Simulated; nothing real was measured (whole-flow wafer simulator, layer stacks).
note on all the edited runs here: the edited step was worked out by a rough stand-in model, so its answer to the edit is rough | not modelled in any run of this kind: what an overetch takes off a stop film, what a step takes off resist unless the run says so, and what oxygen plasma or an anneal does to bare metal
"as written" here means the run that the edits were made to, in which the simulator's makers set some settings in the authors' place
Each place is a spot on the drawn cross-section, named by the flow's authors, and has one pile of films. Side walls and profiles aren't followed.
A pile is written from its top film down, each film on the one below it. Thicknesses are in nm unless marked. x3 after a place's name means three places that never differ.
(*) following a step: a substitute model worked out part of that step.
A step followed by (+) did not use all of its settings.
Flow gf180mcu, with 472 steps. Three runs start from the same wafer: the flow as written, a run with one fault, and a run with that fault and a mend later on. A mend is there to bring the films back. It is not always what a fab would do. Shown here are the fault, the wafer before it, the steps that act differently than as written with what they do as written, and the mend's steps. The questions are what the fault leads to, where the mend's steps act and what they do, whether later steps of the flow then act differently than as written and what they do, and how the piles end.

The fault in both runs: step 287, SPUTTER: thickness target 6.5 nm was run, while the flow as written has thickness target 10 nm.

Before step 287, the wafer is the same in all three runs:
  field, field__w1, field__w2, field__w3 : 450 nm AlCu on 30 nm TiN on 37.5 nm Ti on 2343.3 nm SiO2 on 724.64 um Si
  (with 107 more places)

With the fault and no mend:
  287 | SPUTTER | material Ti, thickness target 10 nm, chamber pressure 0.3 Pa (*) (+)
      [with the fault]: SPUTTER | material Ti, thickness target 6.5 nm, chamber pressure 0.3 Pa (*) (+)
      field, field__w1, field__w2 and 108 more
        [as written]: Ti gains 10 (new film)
        [with the fault]: Ti gains 6.5 (new film)
  Later steps of the flow acting differently than as written (5 more steps, not shown, differ only slightly: by at most 2% or 0.5 nm, whichever is larger):
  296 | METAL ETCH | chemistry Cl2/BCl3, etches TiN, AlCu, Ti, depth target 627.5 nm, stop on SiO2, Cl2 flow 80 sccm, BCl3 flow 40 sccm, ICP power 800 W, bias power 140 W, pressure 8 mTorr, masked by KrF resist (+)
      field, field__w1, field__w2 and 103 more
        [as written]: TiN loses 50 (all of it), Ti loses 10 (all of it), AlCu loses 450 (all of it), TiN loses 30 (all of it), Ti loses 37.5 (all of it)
        [with the fault]: TiN loses 50 (all of it), Ti loses 6.5 (all of it), AlCu loses 450 (all of it), TiN loses 30 (all of it), Ti loses 37.5 (all of it)
  By the end, the piles at field__w8, contact, m1, m1__w1, m1_nw depart from the flow's by more than 2% or 0.5 nm, whichever is larger.
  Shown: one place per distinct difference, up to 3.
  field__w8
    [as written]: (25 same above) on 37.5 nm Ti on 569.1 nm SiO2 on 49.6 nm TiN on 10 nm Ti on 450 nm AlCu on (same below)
    [with the fault]: (25 same above) on 37.5 nm Ti on 572.6 nm SiO2 on 49.6 nm TiN on 6.5 nm Ti on 450 nm AlCu on (same below)
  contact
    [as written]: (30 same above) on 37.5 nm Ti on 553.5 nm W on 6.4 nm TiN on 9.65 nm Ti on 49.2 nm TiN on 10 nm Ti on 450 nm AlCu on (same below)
    [with the fault]: (30 same above) on 37.5 nm Ti on 557 nm W on 6.39 nm TiN on 9.63 nm Ti on 49.2 nm TiN on 6.5 nm Ti on 450 nm AlCu on (same below)

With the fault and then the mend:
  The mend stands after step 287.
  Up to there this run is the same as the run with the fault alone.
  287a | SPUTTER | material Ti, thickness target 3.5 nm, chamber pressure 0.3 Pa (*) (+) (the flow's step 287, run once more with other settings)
      field, field__w1, field__w2 and 108 more
        Ti gains 3.5
  Later steps of the flow that are run all act as written at every place that is followed.
  By the end, the piles equal the flow's at every place that both follow.
